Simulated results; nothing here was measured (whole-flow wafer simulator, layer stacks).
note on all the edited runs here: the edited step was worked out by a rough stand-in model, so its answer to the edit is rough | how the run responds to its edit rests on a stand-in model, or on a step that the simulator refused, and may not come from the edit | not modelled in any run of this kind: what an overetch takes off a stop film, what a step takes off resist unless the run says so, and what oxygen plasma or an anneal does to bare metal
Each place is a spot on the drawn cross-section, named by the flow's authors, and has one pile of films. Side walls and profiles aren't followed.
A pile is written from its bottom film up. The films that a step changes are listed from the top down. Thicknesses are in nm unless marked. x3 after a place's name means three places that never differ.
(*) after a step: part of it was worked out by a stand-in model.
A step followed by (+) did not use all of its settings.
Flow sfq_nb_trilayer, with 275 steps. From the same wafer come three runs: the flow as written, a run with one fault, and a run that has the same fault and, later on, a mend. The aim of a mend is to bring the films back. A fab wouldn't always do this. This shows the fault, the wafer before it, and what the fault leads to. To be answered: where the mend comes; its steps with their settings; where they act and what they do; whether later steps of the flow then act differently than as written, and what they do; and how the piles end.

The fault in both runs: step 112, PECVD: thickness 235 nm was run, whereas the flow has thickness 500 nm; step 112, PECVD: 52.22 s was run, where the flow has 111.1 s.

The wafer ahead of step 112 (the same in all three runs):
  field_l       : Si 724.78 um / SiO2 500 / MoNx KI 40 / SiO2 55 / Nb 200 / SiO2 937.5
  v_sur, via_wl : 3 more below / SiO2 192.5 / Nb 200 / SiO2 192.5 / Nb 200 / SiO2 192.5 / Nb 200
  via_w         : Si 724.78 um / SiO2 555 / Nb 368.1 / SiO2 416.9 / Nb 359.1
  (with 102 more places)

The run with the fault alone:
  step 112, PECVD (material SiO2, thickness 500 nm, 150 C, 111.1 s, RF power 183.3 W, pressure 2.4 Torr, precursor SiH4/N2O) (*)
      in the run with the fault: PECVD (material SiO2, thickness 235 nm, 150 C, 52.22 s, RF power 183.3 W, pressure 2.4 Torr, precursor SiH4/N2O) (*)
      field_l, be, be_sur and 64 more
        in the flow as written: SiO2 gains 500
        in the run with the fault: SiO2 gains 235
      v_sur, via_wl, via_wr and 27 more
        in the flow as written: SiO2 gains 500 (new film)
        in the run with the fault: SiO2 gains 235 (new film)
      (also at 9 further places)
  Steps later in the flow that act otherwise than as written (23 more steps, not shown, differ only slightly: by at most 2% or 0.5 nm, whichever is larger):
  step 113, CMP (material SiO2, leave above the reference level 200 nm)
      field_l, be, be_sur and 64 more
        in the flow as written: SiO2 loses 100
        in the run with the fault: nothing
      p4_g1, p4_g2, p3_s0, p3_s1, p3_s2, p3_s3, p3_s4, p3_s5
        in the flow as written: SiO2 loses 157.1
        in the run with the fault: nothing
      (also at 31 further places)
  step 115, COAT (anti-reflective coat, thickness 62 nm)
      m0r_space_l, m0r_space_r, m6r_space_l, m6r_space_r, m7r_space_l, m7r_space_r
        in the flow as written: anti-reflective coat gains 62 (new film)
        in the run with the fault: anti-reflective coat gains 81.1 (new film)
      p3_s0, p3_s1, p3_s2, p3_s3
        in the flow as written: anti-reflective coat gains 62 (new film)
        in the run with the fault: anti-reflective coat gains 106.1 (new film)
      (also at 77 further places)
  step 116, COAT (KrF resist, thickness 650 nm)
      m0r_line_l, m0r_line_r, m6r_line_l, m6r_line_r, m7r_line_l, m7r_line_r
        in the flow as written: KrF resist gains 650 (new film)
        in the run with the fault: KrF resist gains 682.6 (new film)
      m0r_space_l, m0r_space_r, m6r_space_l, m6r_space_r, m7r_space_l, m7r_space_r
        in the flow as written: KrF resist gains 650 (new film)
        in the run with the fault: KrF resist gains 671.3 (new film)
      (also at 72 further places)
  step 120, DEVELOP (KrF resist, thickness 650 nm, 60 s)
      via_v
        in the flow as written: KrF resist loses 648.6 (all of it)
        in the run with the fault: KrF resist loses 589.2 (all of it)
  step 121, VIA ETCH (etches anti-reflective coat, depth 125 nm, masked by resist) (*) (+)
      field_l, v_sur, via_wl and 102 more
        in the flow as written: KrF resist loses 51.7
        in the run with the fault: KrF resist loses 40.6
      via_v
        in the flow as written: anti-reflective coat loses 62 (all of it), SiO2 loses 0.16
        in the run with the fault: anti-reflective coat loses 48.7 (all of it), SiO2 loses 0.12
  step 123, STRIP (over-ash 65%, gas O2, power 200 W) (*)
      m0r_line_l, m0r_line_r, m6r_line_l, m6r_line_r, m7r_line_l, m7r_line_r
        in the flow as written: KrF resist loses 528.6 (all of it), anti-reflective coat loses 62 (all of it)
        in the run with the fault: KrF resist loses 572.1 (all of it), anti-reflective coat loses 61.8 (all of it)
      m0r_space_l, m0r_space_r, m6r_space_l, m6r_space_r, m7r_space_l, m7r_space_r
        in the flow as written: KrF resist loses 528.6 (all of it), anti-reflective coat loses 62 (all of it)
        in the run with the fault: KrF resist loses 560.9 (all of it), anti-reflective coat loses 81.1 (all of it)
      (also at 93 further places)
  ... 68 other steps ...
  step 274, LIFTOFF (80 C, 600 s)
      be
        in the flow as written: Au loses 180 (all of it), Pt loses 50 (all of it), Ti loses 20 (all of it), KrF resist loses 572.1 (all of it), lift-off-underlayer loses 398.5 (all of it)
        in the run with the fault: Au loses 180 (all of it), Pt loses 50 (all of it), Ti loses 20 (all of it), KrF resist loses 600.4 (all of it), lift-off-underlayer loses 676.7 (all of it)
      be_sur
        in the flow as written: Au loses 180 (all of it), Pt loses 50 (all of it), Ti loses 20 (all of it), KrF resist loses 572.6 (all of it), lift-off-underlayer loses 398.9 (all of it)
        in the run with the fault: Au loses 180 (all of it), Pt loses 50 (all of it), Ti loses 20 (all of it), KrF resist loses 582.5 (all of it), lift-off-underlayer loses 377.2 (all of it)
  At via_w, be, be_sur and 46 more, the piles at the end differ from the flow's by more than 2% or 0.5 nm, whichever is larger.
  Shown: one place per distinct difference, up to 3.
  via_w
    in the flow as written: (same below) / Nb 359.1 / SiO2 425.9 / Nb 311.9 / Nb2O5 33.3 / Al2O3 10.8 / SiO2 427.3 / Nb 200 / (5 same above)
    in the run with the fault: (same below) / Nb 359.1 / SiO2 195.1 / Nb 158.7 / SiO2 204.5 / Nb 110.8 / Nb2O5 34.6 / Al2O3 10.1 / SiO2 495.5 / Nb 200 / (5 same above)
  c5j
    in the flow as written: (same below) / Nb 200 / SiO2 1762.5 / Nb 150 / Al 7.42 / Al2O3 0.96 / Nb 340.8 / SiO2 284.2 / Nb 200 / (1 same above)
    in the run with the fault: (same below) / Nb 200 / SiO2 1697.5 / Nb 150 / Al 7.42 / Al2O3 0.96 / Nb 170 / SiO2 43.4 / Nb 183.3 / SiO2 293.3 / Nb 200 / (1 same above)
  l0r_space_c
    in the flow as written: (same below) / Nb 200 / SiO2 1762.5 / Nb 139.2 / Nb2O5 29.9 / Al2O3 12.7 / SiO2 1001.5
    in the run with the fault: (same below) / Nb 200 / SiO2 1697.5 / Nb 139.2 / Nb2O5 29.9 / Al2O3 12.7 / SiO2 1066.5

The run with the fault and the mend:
  The mend stands after step 112.
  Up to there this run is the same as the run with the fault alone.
  step 112a, PECVD (material SiO2, thickness 265 nm, 150 C, 58.89 s, RF power 183.3 W, pressure 2.4 Torr, precursor SiH4/N2O) (*) (a further turn of the flow's step 112, with different settings)
      field_l, v_sur, via_wl and 102 more
        SiO2 gains 265
      via_w
        SiO2 gains 273.5
  Steps later in the flow that act otherwise than as written:
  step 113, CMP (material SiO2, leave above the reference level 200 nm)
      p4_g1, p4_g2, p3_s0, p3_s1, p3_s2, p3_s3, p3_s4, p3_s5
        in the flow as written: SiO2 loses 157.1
        in the run with the mend: SiO2 loses 100
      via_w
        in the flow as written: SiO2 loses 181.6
        in the run with the mend: SiO2 loses 42.6
  At every place that both follow, the piles at the end match the flow's.
